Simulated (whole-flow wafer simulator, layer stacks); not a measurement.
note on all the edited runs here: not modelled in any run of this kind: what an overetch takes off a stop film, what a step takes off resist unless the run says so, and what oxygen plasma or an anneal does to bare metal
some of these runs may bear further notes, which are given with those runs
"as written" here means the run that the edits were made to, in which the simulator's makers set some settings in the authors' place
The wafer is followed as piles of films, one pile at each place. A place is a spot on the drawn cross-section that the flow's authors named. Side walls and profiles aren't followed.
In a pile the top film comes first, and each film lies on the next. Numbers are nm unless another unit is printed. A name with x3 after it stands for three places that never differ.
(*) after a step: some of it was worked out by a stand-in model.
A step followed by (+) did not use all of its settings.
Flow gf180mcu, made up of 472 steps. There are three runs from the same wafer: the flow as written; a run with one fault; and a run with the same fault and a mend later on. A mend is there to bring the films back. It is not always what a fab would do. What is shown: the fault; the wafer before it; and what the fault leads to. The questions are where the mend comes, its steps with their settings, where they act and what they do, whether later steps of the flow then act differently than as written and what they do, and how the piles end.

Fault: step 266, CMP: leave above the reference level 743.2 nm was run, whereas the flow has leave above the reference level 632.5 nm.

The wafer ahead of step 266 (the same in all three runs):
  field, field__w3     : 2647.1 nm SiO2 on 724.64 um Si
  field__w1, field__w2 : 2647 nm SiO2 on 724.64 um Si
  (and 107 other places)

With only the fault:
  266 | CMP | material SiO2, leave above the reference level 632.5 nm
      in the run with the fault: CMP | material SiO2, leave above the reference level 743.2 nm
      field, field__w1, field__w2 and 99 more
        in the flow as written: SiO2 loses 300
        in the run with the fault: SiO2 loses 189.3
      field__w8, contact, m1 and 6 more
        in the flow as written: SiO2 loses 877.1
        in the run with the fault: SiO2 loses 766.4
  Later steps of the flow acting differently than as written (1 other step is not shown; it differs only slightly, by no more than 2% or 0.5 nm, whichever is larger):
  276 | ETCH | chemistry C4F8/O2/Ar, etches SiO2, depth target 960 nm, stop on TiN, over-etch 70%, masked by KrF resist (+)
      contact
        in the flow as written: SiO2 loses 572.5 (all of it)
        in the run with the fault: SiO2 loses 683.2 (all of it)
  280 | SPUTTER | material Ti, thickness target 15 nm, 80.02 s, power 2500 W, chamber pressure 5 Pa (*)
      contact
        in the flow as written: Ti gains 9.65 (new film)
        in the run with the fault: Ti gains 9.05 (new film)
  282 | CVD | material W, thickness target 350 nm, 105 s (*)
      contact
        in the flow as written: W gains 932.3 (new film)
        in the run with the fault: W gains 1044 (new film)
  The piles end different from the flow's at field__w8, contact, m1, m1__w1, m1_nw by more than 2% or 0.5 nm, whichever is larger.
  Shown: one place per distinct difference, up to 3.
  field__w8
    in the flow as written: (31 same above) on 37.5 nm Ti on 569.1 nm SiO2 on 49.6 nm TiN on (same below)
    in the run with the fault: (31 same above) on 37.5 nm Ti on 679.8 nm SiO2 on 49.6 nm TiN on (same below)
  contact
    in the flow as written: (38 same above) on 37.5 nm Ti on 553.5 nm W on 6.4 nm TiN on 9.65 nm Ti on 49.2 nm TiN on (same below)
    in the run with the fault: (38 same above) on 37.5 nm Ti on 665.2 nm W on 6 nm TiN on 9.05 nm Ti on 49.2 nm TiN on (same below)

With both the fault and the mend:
  After step 274 comes the mend.
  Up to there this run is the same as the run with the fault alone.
  274a | STRIP | chemistry O2/N2, power 2160 W, pressure 1700 mTorr (*)
      field, field__w1, field__w2 and 107 more
        KrF resist loses 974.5 (all of it), anti-reflective coat loses 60 (all of it)
      contact
        anti-reflective coat loses 60 (all of it)
  274b | CMP | material SiO2, leave above the reference level 632.5 nm (a further turn of the flow's step 266)
      field, field__w1, field__w2 and 108 more
        SiO2 loses 110.7
  274c | HMDS | 120 C, 60 s (a further turn of the flow's step 268)
      does not change any film at any place that is followed
  274d | COAT | anti-reflective coat, thickness 60 nm, 182 C, 71 s (a further turn of the flow's step 269)
      field, field__w1, field__w2 and 108 more
        anti-reflective coat gains 60 (new film)
  274e | COAT | KrF resist, thickness 1000 nm (a further turn of the flow's step 270)
      field, field__w1, field__w2 and 108 more
        KrF resist gains 1000 (new film)
  274f | SOFTBAKE | KrF resist (a further turn of the flow's step 271)
      does not change any film at any place that is followed
  274g | EXPOSE | photomask Via1 (a further turn of the flow's step 272)
      does not change any film at any place that is followed
  274h | PEB | KrF resist, 135 C, 90 s (a further turn of the flow's step 273)
      field, field__w1, field__w2 and 108 more
        KrF resist loses 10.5
  274i | DEVELOP | KrF resist, thickness 1000 nm, 60 s (a further turn of the flow's step 274)
      field, field__w1, field__w2 and 107 more
        KrF resist loses 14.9
      contact
        KrF resist loses 989.5 (all of it)
  Later steps of the flow that are run all act as written at every place that is followed.
  By the end, the piles equal the flow's at every place that both follow.
